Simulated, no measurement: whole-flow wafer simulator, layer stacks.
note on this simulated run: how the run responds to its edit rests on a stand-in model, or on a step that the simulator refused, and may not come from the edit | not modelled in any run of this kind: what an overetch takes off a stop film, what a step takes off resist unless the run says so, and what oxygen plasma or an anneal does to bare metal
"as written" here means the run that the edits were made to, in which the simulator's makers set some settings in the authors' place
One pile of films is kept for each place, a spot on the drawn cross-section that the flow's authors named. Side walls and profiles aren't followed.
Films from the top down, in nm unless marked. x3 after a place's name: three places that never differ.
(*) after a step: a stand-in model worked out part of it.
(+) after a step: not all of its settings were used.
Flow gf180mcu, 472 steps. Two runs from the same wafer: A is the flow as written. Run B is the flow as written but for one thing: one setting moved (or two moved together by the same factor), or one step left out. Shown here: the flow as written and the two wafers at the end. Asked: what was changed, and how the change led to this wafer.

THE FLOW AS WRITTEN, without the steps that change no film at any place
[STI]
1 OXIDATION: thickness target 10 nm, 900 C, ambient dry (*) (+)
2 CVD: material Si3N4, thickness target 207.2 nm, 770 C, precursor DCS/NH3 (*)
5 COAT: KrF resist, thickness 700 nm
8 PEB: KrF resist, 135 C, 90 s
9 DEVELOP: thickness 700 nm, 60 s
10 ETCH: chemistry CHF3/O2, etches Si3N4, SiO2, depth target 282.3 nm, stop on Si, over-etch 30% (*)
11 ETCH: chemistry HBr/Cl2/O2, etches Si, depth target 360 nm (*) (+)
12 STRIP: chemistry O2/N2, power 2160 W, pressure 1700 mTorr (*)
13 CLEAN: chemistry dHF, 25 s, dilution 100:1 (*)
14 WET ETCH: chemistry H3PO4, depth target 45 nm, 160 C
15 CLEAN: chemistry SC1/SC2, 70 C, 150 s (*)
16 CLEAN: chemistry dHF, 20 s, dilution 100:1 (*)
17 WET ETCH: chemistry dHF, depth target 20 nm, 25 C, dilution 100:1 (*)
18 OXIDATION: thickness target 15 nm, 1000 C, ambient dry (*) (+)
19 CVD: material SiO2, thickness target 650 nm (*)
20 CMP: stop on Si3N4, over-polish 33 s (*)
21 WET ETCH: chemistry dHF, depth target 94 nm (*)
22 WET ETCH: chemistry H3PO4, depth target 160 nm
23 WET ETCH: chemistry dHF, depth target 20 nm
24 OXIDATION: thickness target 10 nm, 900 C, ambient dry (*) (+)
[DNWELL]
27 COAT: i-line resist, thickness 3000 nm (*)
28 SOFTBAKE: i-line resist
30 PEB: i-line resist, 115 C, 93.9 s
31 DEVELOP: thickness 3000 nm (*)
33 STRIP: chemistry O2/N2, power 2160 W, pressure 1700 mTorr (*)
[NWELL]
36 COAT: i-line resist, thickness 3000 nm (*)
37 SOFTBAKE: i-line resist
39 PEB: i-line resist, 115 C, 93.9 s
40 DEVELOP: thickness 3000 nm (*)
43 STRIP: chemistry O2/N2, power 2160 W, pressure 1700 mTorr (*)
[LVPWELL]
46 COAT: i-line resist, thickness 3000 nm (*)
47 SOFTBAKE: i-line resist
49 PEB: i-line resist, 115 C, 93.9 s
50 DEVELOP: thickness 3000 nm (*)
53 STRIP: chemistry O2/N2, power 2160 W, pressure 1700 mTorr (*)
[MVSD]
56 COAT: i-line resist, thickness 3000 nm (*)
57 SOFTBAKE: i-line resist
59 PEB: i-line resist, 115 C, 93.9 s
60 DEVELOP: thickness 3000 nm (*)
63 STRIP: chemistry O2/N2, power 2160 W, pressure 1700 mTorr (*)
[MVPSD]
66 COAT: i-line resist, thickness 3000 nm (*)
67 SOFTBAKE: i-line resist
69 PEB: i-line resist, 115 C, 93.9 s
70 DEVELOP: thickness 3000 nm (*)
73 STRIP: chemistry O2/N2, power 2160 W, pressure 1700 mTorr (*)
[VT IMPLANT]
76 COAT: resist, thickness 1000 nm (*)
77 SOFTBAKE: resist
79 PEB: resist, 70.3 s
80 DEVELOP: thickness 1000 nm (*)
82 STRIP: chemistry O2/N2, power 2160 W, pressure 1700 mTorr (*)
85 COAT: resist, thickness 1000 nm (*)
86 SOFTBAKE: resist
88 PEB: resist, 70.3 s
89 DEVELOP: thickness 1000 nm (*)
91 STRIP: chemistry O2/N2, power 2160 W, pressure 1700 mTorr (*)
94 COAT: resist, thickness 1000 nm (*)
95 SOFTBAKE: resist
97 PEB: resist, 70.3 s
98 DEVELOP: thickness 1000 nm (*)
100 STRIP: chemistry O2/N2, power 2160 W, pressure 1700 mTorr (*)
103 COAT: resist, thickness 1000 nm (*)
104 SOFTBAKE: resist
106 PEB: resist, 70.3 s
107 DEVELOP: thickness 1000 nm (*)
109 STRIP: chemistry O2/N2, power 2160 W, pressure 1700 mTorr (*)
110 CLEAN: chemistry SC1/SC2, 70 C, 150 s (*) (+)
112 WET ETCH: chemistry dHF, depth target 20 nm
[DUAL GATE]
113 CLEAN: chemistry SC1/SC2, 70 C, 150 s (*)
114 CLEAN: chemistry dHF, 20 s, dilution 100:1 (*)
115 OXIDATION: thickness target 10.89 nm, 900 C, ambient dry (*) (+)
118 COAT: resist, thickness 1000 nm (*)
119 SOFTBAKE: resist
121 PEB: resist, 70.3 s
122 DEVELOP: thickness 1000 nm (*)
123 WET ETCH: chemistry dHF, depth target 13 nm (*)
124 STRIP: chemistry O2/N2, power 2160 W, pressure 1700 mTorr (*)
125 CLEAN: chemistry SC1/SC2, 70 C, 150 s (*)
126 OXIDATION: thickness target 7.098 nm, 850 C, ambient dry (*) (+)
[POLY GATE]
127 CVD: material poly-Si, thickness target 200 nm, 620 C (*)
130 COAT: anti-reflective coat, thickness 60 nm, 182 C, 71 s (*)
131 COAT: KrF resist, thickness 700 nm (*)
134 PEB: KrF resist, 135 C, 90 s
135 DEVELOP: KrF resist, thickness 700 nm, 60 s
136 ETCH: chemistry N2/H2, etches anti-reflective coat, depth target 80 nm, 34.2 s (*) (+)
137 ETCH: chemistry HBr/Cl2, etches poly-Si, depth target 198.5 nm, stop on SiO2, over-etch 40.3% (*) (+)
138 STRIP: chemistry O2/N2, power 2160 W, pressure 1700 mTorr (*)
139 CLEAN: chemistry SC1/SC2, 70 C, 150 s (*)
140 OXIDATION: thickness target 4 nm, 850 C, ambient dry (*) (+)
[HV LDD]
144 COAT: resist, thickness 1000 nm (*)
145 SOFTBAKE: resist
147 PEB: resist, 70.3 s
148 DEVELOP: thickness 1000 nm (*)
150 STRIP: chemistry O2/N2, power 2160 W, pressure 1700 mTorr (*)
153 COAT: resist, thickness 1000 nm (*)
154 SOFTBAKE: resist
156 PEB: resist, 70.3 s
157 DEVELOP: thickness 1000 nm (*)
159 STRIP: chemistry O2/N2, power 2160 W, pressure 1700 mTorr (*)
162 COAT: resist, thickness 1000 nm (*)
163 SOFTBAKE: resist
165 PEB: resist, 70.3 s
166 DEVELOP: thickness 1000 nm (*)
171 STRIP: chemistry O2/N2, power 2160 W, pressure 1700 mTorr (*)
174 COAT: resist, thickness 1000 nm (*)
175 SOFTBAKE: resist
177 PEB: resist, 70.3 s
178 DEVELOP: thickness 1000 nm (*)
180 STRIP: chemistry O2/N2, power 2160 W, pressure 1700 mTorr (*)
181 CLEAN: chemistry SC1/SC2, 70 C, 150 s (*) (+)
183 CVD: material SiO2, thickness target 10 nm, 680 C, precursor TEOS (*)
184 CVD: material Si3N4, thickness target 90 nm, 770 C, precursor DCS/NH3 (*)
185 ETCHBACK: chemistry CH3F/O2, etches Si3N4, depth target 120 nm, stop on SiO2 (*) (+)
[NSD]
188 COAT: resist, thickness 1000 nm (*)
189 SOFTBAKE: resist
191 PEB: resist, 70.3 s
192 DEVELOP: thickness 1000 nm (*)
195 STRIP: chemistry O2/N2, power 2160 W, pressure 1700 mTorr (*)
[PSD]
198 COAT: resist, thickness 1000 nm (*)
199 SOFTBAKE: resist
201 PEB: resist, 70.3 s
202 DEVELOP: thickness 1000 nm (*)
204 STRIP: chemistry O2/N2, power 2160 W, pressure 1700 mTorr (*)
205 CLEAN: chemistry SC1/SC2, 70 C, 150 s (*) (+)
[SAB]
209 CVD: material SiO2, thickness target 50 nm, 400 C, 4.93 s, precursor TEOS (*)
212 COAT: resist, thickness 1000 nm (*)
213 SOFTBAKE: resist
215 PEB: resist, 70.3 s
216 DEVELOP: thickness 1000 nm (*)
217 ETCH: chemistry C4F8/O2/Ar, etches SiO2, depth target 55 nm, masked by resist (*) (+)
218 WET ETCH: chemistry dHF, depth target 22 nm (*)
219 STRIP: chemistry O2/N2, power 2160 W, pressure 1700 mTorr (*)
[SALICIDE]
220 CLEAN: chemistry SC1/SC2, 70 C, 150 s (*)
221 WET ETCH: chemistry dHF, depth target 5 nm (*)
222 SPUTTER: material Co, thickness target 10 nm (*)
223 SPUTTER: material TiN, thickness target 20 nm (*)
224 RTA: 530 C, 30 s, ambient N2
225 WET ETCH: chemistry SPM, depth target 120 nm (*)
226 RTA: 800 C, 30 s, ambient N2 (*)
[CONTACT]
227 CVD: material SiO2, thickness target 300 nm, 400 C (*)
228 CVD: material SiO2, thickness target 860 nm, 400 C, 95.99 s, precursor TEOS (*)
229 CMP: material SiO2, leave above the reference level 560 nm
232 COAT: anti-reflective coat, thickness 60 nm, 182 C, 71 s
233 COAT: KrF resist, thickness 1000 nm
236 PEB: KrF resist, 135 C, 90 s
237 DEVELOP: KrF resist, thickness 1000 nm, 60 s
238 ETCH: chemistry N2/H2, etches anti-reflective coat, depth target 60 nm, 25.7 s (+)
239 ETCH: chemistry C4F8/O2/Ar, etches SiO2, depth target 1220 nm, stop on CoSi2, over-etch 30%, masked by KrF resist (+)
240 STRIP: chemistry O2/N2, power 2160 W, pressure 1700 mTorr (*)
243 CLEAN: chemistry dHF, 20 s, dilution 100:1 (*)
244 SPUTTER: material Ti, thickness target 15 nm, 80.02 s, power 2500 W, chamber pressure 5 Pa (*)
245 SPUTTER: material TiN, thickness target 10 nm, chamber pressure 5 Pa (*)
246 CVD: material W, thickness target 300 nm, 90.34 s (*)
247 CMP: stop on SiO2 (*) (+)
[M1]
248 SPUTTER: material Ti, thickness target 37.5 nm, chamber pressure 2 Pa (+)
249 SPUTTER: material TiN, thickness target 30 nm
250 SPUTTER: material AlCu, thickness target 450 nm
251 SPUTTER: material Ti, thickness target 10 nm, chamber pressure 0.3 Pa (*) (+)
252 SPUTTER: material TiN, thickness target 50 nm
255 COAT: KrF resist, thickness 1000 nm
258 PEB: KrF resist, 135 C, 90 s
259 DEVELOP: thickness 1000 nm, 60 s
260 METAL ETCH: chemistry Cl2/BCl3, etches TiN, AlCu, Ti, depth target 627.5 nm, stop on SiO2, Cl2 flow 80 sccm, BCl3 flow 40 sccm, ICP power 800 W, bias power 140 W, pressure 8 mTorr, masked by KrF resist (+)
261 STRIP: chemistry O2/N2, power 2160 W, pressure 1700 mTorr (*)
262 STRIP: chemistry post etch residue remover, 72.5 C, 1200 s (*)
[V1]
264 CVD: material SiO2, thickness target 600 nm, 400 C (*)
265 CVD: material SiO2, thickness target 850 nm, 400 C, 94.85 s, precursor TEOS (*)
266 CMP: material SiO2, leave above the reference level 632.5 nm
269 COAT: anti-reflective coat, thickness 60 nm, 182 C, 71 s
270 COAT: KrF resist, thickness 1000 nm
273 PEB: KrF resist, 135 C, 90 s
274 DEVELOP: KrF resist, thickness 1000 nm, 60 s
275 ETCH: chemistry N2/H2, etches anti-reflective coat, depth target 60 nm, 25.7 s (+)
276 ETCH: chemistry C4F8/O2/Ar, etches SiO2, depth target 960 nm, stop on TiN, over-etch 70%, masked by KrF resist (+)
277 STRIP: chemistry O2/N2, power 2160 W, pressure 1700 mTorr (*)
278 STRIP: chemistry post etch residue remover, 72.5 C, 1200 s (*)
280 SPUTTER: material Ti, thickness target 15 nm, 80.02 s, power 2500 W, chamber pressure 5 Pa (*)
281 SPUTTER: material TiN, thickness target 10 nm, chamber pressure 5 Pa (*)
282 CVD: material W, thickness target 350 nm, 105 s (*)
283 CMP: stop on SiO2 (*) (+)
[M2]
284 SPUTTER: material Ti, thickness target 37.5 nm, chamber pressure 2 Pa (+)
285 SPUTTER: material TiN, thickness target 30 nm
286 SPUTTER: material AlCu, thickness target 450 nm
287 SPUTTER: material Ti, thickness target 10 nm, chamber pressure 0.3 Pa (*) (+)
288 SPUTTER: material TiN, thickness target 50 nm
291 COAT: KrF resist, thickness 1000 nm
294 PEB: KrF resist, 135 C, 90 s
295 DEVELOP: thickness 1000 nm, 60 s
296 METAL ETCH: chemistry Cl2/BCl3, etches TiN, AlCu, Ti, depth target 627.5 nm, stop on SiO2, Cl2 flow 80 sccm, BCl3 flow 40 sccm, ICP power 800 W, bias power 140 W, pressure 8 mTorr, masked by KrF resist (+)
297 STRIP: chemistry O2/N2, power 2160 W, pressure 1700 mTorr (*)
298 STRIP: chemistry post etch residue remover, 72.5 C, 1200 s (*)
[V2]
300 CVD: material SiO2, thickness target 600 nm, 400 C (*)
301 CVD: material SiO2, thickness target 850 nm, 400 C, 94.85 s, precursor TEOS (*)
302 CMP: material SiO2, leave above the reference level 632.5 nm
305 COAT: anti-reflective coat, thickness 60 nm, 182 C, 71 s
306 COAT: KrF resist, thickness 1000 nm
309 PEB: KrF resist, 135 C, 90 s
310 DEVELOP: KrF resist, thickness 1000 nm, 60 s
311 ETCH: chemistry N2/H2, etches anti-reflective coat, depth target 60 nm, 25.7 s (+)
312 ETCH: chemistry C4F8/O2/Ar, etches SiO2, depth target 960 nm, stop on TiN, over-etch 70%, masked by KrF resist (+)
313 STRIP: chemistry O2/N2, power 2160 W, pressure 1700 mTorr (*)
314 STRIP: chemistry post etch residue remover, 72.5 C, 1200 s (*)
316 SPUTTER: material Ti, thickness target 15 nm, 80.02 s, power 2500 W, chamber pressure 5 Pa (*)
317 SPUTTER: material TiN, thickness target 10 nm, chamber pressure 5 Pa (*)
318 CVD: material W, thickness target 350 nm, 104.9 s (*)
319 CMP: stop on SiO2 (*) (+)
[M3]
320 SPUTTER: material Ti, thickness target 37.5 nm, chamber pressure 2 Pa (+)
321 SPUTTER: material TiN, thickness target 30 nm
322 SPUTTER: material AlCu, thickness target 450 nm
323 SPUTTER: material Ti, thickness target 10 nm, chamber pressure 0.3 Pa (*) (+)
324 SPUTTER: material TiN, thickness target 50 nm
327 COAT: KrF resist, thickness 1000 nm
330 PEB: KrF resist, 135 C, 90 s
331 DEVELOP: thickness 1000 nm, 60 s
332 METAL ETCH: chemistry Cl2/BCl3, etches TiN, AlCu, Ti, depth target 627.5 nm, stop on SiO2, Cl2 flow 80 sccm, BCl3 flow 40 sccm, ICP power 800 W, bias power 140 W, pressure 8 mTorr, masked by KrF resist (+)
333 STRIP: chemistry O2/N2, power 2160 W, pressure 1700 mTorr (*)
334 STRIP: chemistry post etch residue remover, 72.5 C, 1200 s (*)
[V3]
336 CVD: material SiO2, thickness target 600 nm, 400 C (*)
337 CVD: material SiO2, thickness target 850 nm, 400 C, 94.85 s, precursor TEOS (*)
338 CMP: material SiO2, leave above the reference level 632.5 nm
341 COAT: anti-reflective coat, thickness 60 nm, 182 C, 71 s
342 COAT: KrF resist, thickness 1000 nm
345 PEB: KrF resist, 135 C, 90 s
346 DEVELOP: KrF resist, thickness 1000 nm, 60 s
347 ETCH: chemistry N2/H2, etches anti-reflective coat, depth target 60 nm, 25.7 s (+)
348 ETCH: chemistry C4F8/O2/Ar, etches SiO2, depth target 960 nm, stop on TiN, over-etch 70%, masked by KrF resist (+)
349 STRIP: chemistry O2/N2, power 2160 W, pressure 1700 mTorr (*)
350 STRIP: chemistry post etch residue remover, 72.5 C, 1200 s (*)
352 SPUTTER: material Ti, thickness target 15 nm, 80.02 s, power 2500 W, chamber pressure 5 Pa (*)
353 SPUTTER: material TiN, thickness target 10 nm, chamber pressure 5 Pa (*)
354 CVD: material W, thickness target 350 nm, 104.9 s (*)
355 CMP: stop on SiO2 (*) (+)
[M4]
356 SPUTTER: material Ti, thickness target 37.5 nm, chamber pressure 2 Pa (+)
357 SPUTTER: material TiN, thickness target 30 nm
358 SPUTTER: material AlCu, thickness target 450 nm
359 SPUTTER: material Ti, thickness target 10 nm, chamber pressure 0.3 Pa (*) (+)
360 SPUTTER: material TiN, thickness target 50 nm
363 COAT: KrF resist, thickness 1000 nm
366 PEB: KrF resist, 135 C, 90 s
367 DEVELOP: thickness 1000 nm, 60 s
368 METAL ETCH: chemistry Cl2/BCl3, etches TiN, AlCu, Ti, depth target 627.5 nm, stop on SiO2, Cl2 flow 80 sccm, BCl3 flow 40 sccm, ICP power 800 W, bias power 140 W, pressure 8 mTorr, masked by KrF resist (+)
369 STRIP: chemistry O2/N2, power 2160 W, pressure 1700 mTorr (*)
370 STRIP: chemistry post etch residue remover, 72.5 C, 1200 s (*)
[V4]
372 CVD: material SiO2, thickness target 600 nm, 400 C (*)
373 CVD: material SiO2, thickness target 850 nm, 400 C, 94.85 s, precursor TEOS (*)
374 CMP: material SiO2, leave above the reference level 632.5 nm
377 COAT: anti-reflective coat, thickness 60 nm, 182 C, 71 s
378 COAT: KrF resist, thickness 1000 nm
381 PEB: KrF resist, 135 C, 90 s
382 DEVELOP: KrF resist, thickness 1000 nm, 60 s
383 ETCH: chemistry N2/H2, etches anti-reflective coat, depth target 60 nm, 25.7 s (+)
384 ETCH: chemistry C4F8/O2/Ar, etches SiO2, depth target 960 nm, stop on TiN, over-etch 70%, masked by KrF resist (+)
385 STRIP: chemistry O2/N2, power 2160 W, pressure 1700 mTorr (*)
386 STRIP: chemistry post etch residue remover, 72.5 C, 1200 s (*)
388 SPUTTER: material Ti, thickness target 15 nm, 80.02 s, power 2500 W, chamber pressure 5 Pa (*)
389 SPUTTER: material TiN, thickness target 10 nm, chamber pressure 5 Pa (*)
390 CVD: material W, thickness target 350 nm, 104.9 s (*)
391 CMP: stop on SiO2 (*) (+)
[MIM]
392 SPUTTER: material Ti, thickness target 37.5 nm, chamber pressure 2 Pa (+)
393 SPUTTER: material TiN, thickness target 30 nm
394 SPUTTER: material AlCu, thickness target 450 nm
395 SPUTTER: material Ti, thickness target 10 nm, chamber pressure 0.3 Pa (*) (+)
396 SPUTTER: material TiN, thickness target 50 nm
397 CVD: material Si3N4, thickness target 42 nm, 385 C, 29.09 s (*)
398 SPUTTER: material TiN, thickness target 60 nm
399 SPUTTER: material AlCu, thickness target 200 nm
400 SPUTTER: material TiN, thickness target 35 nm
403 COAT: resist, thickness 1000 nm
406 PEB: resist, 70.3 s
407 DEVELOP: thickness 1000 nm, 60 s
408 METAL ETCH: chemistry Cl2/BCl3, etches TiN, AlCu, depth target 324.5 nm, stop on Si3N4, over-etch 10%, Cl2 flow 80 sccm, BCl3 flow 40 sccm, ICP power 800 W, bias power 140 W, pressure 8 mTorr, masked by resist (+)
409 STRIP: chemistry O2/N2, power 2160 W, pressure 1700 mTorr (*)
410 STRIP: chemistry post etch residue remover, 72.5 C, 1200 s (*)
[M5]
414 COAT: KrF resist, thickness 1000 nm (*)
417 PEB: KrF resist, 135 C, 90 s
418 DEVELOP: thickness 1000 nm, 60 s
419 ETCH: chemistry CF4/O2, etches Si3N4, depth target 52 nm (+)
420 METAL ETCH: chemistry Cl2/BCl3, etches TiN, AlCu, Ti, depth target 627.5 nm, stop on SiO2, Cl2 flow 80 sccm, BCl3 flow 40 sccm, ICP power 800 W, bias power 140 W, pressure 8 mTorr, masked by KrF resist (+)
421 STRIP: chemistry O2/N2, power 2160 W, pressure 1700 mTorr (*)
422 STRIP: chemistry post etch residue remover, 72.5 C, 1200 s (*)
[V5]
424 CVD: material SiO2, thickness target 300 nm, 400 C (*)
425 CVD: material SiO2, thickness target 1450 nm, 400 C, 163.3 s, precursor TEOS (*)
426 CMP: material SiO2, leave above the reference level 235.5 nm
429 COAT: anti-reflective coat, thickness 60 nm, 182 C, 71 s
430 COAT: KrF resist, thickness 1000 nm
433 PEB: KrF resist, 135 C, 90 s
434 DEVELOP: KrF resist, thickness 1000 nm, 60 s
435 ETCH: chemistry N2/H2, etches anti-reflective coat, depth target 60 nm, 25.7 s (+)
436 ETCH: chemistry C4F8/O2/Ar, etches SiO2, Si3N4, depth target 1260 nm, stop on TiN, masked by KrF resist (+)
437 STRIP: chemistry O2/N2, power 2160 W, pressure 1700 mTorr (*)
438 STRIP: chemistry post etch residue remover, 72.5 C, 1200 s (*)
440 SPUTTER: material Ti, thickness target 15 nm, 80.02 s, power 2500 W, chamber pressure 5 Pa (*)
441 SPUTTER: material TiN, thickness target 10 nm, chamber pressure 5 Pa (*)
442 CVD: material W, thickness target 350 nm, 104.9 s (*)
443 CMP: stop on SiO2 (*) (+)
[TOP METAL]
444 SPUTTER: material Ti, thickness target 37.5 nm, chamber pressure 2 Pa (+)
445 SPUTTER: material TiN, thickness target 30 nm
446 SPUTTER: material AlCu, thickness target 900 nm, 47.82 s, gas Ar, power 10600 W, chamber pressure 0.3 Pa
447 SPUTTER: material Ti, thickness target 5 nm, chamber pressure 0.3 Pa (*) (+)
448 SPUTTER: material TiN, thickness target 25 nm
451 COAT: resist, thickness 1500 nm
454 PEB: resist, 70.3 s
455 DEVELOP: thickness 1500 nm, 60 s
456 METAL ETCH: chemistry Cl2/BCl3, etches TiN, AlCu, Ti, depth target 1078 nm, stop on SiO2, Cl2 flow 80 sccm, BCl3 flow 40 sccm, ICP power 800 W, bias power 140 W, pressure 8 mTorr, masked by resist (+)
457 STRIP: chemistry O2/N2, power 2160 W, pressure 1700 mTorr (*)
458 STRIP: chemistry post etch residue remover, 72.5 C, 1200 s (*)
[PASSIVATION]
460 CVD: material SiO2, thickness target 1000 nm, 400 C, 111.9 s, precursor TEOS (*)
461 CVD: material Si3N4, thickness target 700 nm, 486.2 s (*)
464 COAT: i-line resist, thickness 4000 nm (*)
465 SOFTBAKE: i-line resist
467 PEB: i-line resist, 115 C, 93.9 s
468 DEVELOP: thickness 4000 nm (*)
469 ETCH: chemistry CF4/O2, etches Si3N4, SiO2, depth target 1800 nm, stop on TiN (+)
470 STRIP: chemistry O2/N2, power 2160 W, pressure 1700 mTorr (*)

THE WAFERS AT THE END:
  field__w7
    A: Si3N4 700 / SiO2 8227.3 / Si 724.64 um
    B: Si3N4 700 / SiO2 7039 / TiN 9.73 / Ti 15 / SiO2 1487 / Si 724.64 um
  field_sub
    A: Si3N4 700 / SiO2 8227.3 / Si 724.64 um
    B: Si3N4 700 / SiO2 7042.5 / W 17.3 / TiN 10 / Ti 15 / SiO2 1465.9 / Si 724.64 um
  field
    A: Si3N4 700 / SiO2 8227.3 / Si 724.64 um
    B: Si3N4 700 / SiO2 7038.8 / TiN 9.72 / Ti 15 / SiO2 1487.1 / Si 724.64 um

The cause: step 229, CMP: leave above the reference level 890 nm was run, where the flow has leave above the reference level 560 nm.

How the change led to this, step by step:
  229 CMP: material SiO2, leave above the reference level 560 nm
      ldn_sep__w1, ldn_sep__w2, ldn_dft and 8 more: A SiO2 -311 | B nothing
      active, p_well, sd_n, iso_ptap_pw, iso_ntap_nw, iso_ptap_sub, vpnp_e: A SiO2 -299.9 | B nothing
      (and at 93 more places)
  232 COAT: anti-reflective coat, thickness 60 nm, 182 C, 71 s
      sti, mim_1p0, pad, dice_street, ldn_ch, ldp_ch, ldp_fp: A anti-reflective coat +60 (new film) | B anti-reflective coat +51.8 (new film)
      contact, ld_drift_n, ldn_src, ldp_src: A anti-reflective coat +60 (new film) | B anti-reflective coat +74.3 (new film)
      (and at 87 more places)
  233 COAT: KrF resist, thickness 1000 nm
      field_sub__w4: A KrF resist +1000 (new film) | B KrF resist +978.2 (new film)
      mim: A KrF resist +1000 (new film) | B KrF resist +1029 (new film)
  238 ETCH: chemistry N2/H2, etches anti-reflective coat, depth target 60 nm, 25.7 s (+)
      contact: A anti-reflective coat -60 (all of it), SiO2 -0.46 | B anti-reflective coat -74.3 (all of it), SiO2 -0.09
      polyc_n: A anti-reflective coat -60 (all of it), SiO2 -0.46 | B anti-reflective coat -34.4 (all of it), SiO2 -1.12
      (and at 1 more place)
  239 ETCH: chemistry C4F8/O2/Ar, etches SiO2, depth target 1220 nm, stop on CoSi2, over-etch 30%, masked by KrF resist (+)
      field, field__w1, field__w2 and 105 more: A KrF resist -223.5 | B KrF resist -244
      polyc_n, polyc_p: A SiO2 -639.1 (all of it) | B SiO2 -968.4 (all of it)
      (and at 1 more place)
  240 STRIP: chemistry O2/N2, power 2160 W, pressure 1700 mTorr (*)
      sti, mim_1p0, pad, dice_street: A KrF resist -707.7 (all of it), anti-reflective coat -60 (all of it) | B KrF resist -701.6 (all of it), anti-reflective coat -51.8 (all of it)
      p_well, sd_n: A KrF resist -707.7 (all of it), anti-reflective coat -60 (all of it) | B KrF resist -701.6 (all of it), anti-reflective coat -48.7 (all of it)
      (and at 102 more places)
  244 SPUTTER: material Ti, thickness target 15 nm, 80.02 s, power 2500 W, chamber pressure 5 Pa (*)
      field__w2, field__w12: A Ti +15 (new film) | B Ti +14.1 (new film)
      field__w3: A Ti +15 (new film) | B Ti +14.2 (new film)
      (and at 1 more place)
  245 SPUTTER: material TiN, thickness target 10 nm, chamber pressure 5 Pa (*)
      field__w2: A TiN +10 (new film) | B TiN +9.35 (new film)
      field__w3: A TiN +10 (new film) | B TiN +9.48 (new film)
      (and at 2 more places)
  246 CVD: material W, thickness target 300 nm, 90.34 s (*)
      polyc_n, polyc_p: A W +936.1 (new film) | B W +1266.1 (new film)
      field__w12: A W +300 (new film) | B W +306.4 (new film)
      (and at 1 more place)
  247 CMP: stop on SiO2 (*) (+)
      active, p_well, sd_n, iso_ptap_pw, iso_ntap_nw, iso_ptap_sub, vpnp_e: A W -300 (all of it), TiN -10 (all of it), Ti -15 (all of it), SiO2 -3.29 | B W -300 (all of it), TiN -4.83
      ldn_sep__w2, ldn_fld__w1, ldp_sep__w2, ldp_dft, ldp_out, ldp_fld__w3: A W -300 (all of it), TiN -10 (all of it), Ti -15 (all of it), SiO2 -3.29 | B W -300 (all of it), TiN -10 (all of it), Ti -5.9
      (and at 96 more places)
  248 SPUTTER: material Ti, thickness target 37.5 nm, chamber pressure 2 Pa (+)
      field__w13, ldn_sep, ldn_sep__w1 and 14 more: A Ti +37.5 (new film) | B Ti +37.5
  260 METAL ETCH: chemistry Cl2/BCl3, etches TiN, AlCu, Ti, depth target 627.5 nm, stop on SiO2, Cl2 flow 80 sccm, BCl3 flow 40 sccm, ICP power 800 W, bias power 140 W, pressure 8 mTorr, masked by KrF resist (+)
      field, field__w1, field__w2 and 22 more: A TiN -50 (all of it), Ti -10 (all of it), AlCu -450 (all of it), TiN -30 (all of it), Ti -37.5 (all of it) | B TiN -50 (all of it), Ti -10 (all of it), AlCu -450 (all of it), TiN -30 (all of it), Ti -37.5 (all of it), W -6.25
      active, p_well, sd_n, iso_ptap_pw, iso_ntap_nw, iso_ptap_sub, vpnp_e: A TiN -50 (all of it), Ti -10 (all of it), AlCu -450 (all of it), TiN -30 (all of it), Ti -37.5 (all of it) | B TiN -50 (all of it), Ti -10 (all of it), AlCu -450 (all of it), TiN -30 (all of it), Ti -37.5 (all of it), TiN -5.17 (all of it), Ti -15 (all of it)
      (and at 35 more places)
  262 STRIP: chemistry post etch residue remover, 72.5 C, 1200 s (*)
      field__w2, field__w3, field__w6 and 13 more: A nothing | B W -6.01
      field: A nothing | B W -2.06 (all of it), TiN -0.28
      (and at 8 more places)
  264 CVD: material SiO2, thickness target 600 nm, 400 C (*)
      field, field__w1, field__w2 and 22 more: A SiO2 +600 | B SiO2 +600 (new film)
  266 CMP: material SiO2, leave above the reference level 632.5 nm
      field__w2, field__w3, field__w6 and 14 more: A SiO2 -300 | B SiO2 -287.7
      ldn_sep__w1, ldn_sep__w2, ldn_dft and 8 more: A SiO2 -300 | B SiO2 -290.9
      (and at 39 more places)
Counting metal films that touch as one body, field__w7 has 1 body; the flow as written gives 0 bodies.
Counting metal films that touch as one body, field_sub has 1 body; the flow as written gives 0 bodies.
Counting metal films that touch as one body, field has 1 body; the flow as written gives 0 bodies.
